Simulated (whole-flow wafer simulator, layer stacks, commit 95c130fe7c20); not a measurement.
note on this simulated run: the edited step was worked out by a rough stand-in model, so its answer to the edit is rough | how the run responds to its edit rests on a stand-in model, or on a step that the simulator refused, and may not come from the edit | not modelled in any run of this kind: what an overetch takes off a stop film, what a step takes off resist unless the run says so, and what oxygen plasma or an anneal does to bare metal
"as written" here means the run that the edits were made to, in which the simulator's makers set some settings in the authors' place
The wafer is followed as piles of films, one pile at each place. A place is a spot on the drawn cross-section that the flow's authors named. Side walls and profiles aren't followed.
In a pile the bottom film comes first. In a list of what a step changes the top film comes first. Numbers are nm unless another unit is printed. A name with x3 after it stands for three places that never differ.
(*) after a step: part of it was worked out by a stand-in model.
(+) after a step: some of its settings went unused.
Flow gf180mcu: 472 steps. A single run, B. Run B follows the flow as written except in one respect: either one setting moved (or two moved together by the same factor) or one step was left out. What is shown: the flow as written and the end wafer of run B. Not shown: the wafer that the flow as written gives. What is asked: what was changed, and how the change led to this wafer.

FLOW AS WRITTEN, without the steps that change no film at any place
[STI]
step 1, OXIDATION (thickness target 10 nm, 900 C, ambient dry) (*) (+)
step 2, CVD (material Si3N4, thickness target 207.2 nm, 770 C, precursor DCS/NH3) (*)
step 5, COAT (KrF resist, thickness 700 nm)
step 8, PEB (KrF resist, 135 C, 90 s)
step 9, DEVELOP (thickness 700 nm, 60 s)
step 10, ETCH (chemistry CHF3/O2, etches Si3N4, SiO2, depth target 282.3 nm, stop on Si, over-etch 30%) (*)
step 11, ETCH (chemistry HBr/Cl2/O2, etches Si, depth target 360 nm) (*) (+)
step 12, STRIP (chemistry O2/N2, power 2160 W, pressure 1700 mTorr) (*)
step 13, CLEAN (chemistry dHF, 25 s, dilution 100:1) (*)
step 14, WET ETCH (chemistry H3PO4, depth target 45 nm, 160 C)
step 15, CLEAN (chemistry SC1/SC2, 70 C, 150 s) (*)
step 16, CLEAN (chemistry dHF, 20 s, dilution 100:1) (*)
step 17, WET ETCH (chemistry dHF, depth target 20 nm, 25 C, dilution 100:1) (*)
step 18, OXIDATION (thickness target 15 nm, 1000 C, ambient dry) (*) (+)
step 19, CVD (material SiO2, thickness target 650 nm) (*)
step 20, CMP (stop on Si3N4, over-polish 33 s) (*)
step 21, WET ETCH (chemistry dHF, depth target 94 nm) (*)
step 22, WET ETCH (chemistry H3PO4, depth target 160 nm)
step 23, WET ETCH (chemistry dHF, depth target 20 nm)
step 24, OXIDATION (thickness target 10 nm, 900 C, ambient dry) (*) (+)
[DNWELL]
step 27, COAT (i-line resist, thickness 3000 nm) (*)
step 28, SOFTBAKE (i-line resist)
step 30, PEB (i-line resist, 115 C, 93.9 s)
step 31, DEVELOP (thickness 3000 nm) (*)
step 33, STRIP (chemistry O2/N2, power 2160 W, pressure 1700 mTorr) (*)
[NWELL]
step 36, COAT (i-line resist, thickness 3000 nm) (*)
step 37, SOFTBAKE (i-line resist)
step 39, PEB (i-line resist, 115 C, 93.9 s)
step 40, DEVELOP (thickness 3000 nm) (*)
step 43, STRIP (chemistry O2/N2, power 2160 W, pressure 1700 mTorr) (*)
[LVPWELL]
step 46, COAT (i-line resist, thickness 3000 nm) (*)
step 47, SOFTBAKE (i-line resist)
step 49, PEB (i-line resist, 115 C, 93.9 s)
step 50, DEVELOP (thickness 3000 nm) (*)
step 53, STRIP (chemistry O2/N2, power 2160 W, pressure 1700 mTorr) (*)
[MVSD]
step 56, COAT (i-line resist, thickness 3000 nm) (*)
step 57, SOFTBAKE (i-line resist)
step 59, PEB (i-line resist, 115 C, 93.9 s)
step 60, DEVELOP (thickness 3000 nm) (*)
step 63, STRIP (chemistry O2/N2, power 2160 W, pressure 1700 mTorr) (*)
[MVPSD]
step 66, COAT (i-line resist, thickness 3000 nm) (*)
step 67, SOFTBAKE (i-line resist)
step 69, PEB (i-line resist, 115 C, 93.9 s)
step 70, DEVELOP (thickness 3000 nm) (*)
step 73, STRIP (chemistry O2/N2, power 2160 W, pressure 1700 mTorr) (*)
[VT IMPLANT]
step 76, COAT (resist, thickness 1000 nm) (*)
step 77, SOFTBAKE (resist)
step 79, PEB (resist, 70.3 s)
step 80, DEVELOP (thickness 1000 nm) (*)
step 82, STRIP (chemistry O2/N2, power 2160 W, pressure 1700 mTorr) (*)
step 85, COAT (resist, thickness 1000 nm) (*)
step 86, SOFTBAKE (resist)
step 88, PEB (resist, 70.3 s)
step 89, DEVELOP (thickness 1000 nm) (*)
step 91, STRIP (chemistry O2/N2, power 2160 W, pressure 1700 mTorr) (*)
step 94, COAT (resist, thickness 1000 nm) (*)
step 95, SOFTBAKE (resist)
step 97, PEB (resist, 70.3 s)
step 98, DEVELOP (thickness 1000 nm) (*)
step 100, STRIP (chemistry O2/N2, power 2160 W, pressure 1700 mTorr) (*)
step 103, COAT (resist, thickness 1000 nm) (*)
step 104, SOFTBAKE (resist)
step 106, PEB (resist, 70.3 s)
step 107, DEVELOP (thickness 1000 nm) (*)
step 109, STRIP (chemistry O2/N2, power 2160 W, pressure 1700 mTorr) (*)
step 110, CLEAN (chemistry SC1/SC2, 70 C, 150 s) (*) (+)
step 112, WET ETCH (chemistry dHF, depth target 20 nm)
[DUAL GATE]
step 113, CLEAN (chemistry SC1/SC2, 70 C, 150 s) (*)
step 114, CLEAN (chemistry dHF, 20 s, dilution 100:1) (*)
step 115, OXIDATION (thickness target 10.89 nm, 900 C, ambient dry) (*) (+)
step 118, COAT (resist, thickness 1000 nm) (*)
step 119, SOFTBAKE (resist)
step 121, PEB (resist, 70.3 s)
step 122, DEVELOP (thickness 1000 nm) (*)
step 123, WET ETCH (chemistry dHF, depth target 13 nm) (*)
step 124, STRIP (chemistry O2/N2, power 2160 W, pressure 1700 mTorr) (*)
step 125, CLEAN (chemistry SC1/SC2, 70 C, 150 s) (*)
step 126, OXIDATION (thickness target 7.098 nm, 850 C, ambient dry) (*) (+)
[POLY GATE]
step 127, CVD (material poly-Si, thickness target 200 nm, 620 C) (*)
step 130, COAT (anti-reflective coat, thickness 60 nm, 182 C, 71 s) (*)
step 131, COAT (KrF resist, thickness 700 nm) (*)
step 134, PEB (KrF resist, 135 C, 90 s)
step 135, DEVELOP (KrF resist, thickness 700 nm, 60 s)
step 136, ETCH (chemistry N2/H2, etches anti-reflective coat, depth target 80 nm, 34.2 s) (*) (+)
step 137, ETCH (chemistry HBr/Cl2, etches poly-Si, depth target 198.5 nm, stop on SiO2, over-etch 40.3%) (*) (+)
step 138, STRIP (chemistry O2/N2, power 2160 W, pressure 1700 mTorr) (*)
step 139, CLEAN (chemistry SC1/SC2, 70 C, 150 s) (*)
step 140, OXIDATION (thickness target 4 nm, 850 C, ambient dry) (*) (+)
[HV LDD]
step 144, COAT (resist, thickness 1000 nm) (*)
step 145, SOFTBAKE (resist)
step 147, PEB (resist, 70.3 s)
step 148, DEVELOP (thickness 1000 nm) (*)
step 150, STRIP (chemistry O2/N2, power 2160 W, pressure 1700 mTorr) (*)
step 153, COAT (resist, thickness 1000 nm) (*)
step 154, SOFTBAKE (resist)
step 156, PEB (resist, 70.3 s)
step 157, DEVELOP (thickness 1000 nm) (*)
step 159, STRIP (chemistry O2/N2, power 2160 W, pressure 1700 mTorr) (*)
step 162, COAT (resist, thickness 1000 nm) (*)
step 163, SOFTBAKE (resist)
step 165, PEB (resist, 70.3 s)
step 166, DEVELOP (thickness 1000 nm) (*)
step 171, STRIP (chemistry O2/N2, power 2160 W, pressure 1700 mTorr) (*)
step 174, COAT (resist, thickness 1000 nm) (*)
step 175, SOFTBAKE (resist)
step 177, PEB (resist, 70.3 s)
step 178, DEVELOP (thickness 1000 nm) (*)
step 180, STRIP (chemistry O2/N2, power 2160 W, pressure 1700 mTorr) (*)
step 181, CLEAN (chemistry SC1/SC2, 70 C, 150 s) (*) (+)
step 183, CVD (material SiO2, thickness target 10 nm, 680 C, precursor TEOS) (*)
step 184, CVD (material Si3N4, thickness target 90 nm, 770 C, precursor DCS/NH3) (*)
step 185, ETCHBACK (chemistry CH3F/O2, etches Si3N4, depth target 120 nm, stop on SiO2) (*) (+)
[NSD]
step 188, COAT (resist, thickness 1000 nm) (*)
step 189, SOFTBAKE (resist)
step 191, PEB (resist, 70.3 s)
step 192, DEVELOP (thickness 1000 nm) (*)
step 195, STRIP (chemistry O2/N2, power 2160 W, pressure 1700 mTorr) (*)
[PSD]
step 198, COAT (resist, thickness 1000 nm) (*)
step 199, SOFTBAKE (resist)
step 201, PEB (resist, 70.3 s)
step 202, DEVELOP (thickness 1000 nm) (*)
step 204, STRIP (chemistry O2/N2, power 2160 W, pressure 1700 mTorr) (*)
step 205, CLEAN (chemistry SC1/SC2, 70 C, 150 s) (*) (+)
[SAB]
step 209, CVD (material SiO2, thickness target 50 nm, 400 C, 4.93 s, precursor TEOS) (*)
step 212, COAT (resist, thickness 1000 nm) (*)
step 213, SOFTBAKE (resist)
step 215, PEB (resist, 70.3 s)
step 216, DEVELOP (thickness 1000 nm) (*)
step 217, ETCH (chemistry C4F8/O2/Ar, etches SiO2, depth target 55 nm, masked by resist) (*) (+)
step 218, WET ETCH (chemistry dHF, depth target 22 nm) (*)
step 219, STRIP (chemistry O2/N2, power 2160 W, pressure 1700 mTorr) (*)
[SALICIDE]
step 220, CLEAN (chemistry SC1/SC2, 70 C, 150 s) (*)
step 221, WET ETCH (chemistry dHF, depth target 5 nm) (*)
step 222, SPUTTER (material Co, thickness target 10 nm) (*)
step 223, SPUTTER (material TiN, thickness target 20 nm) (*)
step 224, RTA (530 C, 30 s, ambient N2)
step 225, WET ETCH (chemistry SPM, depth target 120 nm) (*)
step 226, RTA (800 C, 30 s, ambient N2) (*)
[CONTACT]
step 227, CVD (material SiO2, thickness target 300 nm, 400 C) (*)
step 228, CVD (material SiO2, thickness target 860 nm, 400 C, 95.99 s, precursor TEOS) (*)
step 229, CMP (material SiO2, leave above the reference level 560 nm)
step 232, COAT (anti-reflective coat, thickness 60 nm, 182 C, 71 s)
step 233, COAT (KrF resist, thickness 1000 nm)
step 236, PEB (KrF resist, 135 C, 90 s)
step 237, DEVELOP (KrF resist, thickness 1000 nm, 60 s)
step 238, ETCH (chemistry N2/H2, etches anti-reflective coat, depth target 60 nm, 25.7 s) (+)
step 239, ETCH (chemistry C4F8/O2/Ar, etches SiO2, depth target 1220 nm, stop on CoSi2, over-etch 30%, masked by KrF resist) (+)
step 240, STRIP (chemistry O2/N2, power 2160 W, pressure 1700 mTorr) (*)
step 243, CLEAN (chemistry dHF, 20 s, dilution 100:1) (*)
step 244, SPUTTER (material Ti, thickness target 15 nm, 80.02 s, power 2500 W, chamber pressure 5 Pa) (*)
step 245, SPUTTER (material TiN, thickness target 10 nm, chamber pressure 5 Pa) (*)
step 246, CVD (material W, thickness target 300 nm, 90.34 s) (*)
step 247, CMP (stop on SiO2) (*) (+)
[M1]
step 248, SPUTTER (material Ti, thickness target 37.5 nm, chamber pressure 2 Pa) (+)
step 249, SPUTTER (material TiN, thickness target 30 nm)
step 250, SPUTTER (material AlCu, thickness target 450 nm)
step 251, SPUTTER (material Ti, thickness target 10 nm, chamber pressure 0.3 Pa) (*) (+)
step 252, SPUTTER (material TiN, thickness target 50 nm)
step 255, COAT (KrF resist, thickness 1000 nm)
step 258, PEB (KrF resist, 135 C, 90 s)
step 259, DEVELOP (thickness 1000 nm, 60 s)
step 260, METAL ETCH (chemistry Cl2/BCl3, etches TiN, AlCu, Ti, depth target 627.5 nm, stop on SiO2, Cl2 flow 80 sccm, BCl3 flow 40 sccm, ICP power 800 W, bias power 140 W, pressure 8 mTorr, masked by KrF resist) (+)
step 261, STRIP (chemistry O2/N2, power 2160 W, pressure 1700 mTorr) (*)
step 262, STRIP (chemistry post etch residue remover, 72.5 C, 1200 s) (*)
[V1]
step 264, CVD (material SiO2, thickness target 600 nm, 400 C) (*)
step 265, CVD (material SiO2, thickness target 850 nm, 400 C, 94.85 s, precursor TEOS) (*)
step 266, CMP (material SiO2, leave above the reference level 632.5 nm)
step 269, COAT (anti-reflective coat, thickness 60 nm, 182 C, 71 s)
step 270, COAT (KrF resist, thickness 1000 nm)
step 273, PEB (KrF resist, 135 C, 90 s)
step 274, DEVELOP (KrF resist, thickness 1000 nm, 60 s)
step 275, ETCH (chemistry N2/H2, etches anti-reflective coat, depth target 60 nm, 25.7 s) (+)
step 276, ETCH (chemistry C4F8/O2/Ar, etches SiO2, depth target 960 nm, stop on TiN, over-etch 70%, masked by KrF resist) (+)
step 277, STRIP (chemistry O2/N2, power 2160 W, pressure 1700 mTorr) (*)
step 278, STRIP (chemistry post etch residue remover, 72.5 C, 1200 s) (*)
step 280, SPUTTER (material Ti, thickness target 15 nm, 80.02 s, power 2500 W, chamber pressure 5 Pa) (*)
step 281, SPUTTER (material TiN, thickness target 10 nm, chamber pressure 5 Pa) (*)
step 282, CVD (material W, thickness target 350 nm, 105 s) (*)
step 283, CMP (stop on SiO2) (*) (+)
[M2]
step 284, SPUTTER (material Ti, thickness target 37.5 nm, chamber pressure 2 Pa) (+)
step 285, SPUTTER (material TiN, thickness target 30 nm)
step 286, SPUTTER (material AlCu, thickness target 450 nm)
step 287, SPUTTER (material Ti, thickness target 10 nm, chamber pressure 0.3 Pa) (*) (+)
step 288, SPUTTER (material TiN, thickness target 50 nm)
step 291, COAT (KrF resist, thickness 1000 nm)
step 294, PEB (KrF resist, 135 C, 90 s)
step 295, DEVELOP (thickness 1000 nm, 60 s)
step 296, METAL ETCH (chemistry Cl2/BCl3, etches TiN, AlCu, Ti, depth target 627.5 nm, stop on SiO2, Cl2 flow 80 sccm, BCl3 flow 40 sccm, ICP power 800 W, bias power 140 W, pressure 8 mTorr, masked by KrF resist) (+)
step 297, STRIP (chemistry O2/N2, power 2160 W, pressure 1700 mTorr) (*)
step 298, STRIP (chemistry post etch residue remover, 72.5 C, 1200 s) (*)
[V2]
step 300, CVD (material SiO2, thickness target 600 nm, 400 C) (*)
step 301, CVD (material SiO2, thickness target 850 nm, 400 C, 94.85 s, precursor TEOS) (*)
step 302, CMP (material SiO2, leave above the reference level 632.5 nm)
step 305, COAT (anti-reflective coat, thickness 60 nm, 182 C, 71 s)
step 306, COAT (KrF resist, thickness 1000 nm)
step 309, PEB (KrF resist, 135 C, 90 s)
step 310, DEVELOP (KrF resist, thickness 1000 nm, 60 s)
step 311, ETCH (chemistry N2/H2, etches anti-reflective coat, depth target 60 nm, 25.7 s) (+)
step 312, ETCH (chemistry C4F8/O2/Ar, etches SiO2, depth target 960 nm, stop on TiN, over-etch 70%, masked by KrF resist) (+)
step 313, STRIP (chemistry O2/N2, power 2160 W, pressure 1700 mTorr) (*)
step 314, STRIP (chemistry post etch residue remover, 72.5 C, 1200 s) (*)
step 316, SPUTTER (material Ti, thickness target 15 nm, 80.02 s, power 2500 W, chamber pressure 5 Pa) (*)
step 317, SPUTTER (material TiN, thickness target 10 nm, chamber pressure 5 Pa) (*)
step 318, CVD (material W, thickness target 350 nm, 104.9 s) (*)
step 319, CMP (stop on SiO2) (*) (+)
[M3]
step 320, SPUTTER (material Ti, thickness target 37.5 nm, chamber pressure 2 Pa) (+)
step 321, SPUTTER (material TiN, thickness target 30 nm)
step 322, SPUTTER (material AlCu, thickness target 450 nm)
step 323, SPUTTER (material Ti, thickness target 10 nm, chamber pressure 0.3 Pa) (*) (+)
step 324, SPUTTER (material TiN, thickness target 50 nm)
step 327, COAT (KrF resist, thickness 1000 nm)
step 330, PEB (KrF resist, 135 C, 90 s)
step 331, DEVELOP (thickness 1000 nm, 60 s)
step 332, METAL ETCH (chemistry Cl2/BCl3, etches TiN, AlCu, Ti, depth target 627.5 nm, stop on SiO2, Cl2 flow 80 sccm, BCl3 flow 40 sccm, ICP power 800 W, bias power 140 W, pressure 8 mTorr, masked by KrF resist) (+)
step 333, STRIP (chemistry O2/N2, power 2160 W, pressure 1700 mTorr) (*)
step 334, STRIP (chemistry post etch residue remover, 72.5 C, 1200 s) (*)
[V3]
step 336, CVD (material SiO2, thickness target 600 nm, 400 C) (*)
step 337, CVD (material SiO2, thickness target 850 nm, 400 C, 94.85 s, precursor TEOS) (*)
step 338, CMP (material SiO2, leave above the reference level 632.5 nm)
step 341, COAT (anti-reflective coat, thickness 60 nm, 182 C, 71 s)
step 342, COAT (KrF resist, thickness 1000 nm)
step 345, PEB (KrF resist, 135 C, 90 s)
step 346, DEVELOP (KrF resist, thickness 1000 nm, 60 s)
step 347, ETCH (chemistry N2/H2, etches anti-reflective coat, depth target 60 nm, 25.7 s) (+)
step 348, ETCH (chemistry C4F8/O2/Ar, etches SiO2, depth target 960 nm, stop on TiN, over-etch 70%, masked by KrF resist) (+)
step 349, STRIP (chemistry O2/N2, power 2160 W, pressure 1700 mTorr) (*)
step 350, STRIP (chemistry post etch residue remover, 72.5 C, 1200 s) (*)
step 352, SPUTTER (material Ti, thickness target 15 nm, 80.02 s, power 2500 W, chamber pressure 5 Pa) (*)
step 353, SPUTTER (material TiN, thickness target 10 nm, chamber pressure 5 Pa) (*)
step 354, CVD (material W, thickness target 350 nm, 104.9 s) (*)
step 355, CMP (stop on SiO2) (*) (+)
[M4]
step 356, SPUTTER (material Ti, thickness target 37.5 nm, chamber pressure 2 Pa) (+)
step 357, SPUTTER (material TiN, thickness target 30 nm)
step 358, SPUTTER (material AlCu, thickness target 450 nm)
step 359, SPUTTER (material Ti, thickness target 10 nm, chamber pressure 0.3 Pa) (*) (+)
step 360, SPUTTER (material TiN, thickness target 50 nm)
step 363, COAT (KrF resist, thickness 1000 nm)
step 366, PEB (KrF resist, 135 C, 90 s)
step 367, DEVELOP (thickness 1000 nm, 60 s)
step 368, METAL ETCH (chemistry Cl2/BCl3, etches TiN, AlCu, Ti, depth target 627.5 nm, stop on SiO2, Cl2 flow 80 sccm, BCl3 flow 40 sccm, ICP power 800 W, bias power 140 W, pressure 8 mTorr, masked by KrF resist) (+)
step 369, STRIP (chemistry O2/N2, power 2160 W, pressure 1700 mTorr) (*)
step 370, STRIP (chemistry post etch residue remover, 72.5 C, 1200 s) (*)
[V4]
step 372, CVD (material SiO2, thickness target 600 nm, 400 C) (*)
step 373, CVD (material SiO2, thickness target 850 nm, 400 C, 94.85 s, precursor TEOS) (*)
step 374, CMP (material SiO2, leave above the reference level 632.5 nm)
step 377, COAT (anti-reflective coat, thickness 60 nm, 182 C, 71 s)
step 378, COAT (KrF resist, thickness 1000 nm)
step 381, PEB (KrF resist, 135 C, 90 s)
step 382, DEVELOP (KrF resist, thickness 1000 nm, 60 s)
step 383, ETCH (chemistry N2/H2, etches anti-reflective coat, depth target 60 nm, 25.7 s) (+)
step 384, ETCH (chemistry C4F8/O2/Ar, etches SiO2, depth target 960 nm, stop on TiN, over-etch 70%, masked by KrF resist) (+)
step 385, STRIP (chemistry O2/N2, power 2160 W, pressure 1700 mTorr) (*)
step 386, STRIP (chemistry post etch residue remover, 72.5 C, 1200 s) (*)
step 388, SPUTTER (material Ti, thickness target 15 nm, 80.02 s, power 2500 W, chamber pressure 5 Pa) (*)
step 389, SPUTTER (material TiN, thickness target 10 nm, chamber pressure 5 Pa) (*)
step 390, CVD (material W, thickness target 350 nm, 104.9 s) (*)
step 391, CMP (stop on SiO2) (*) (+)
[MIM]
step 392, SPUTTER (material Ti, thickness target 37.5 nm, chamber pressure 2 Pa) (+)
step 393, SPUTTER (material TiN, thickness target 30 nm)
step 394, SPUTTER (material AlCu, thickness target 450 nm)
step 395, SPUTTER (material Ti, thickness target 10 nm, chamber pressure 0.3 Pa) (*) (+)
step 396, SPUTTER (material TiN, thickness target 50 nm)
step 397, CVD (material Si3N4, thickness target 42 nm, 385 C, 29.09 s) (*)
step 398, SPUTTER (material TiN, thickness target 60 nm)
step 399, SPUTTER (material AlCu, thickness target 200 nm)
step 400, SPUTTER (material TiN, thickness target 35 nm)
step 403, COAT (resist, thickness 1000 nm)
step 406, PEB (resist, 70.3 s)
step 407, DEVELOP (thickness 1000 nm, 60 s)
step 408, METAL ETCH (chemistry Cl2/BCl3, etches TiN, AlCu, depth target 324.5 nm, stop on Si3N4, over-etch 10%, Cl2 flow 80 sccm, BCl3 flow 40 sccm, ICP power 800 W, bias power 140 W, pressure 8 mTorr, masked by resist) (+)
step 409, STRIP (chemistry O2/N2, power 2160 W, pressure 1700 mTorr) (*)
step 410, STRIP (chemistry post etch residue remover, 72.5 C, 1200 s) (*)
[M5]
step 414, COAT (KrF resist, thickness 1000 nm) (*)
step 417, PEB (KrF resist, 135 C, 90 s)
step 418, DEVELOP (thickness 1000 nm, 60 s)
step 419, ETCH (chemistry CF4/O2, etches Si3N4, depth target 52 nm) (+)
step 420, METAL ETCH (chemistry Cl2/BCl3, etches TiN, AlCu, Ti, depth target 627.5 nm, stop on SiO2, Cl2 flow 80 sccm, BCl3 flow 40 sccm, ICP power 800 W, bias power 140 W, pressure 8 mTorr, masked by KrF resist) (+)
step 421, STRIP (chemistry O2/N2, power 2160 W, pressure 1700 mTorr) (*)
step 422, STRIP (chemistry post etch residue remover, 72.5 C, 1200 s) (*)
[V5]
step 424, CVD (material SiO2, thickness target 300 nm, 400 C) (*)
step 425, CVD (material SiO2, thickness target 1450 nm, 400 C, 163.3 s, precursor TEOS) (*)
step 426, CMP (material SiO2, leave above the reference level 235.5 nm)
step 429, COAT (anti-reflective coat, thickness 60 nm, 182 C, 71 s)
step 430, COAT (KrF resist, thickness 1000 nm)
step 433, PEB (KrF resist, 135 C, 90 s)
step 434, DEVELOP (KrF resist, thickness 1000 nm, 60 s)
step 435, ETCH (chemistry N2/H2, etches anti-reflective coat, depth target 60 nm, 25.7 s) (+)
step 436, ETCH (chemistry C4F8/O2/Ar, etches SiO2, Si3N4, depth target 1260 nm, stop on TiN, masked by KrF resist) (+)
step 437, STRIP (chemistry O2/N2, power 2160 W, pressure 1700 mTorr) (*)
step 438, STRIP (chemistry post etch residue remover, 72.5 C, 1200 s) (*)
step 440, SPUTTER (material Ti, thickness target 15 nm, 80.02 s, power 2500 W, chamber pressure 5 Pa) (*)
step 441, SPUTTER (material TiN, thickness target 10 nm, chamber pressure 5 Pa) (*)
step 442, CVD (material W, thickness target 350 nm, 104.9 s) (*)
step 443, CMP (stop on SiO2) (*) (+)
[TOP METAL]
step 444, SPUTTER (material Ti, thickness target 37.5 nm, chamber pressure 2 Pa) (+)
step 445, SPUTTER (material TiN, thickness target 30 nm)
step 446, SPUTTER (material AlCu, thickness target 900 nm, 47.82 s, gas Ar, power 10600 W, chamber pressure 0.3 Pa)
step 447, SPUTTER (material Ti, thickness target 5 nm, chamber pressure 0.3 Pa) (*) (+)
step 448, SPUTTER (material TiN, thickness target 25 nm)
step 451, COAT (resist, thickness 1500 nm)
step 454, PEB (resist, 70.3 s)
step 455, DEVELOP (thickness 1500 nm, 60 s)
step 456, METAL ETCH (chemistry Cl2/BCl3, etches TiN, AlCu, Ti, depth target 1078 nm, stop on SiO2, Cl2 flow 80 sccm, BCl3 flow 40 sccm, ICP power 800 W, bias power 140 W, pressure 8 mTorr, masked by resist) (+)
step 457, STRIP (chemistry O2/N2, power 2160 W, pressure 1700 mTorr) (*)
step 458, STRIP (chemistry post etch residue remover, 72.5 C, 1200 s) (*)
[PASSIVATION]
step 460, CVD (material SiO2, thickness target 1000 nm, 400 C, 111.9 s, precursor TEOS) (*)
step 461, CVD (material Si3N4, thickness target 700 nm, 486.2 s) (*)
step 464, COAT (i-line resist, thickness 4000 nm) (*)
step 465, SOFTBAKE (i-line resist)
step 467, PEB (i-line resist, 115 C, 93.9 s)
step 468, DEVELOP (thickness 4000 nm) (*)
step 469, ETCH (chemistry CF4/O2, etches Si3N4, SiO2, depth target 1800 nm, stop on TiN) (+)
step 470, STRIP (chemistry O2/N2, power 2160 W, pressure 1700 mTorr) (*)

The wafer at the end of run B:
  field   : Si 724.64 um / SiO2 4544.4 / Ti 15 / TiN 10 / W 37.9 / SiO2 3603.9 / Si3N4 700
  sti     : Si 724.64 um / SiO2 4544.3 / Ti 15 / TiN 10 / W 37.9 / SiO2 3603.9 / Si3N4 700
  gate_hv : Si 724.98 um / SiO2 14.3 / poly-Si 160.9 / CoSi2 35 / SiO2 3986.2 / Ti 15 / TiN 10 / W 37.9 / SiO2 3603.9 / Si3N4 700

Cause: step 337, CVD: thickness target 446 nm was run, while the flow as written has thickness target 850 nm; step 337, CVD: 49.8 s was run, where the flow has 94.85 s.

The path from the change to this, step by step:
  step 337, CVD (material SiO2, thickness target 850 nm, 400 C, 94.85 s, precursor TEOS) (*)
      field, field__w1, field__w2 and 108 more: SiO2 gains 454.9 (it would be, as written: SiO2 gains 850)
  step 338, CMP (material SiO2, leave above the reference level 632.5 nm)
      field, field__w1, field__w2 and 103 more: nothing (it would be, as written: SiO2 loses 300)
      field__w8, contact, m1, m1__w1, m1_nw: SiO2 loses 482 (it would be, as written: SiO2 loses 877.1)
  step 341, COAT (anti-reflective coat, thickness 60 nm, 182 C, 71 s)
      field: anti-reflective coat gains 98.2 (new film) (it would be, as written: anti-reflective coat gains 60 (new film))
      field__w1: anti-reflective coat gains 83.1 (new film) (it would be, as written: anti-reflective coat gains 60 (new film))
      (also at 18 further places)
  step 342, COAT (KrF resist, thickness 1000 nm)
      m1, m1_nw: KrF resist gains 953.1 (new film) (it would be, as written: KrF resist gains 1000 (new film))
      n_well: KrF resist gains 977.5 (new film) (it would be, as written: KrF resist gains 1000 (new film))
      (also at 6 further places)
  step 346, DEVELOP (KrF resist, thickness 1000 nm, 60 s)
      contact: KrF resist loses 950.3 (all of it) (it would be, as written: KrF resist loses 989.5 (all of it))
  step 347, ETCH (chemistry N2/H2, etches anti-reflective coat, depth target 60 nm, 25.7 s) (+)
      contact: anti-reflective coat loses 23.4 (all of it), SiO2 loses 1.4 (it would be, as written: anti-reflective coat loses 60 (all of it), SiO2 loses 0.46)
  step 349, STRIP (chemistry O2/N2, power 2160 W, pressure 1700 mTorr) (*)
      field: KrF resist loses 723 (all of it), anti-reflective coat loses 98.2 (all of it) (it would be, as written: KrF resist loses 739.2 (all of it), anti-reflective coat loses 60 (all of it))
      field__w1: KrF resist loses 720.7 (all of it), anti-reflective coat loses 83.1 (all of it) (it would be, as written: KrF resist loses 739.2 (all of it), anti-reflective coat loses 60 (all of it))
      (also at 17 further places)
  step 352, SPUTTER (material Ti, thickness target 15 nm, 80.02 s, power 2500 W, chamber pressure 5 Pa) (*)
      contact: Ti gains 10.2 (new film) (it would be, as written: Ti gains 9.65 (new film))
  step 354, CVD (material W, thickness target 350 nm, 104.9 s) (*)
      contact: W gains 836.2 (new film) (it would be, as written: W gains 932.3 (new film))
  step 355, CMP (stop on SiO2) (*) (+)
      field, field__w1, field__w2 and 103 more: W loses 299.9 (it would be, as written: W loses 350 (all of it), TiN loses 10 (all of it), Ti loses 15 (all of it), SiO2 loses 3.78)
      field__w8, m1, m1__w1, m1_nw: W loses 350 (all of it), TiN loses 10 (all of it), Ti loses 15 (all of it), SiO2 loses 20 (it would be, as written: W loses 350 (all of it), TiN loses 10 (all of it), Ti loses 15 (all of it), SiO2 loses 3.78)
      (also at 1 further place)
  step 368, METAL ETCH (chemistry Cl2/BCl3, etches TiN, AlCu, Ti, depth target 627.5 nm, stop on SiO2, Cl2 flow 80 sccm, BCl3 flow 40 sccm, ICP power 800 W, bias power 140 W, pressure 8 mTorr, masked by KrF resist) (+)
      field, field__w1, field__w2 and 103 more: TiN loses 50 (all of it), Ti loses 10 (all of it), AlCu loses 450 (all of it), TiN loses 30 (all of it), Ti loses 37.5 (all of it), W loses 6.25 (it would be, as written: TiN loses 50 (all of it), Ti loses 10 (all of it), AlCu loses 450 (all of it), TiN loses 30 (all of it), Ti loses 37.5 (all of it))
  step 370, STRIP (chemistry post etch residue remover, 72.5 C, 1200 s) (*)
      field, field__w1, field__w2 and 103 more: W loses 6.01 (it would be, as written: nothing)
  step 372, CVD (material SiO2, thickness target 600 nm, 400 C) (*)
      field, field__w1, field__w2 and 103 more: SiO2 gains 600 (new film) (it would be, as written: SiO2 gains 600)
  step 374, CMP (material SiO2, leave above the reference level 632.5 nm)
      field, field__w1, field__w2 and 103 more: SiO2 loses 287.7 (it would be, as written: SiO2 loses 300)
If metal films that touch count as one body, field has 1 body; the flow as written gives 0 bodies.
If metal films that touch count as one body, sti has 1 body; the flow as written gives 0 bodies.
If metal films that touch count as one body, gate_hv has 2 bodies (between them, from the top down: SiO2 3986.2); the flow as written gives 1 body.
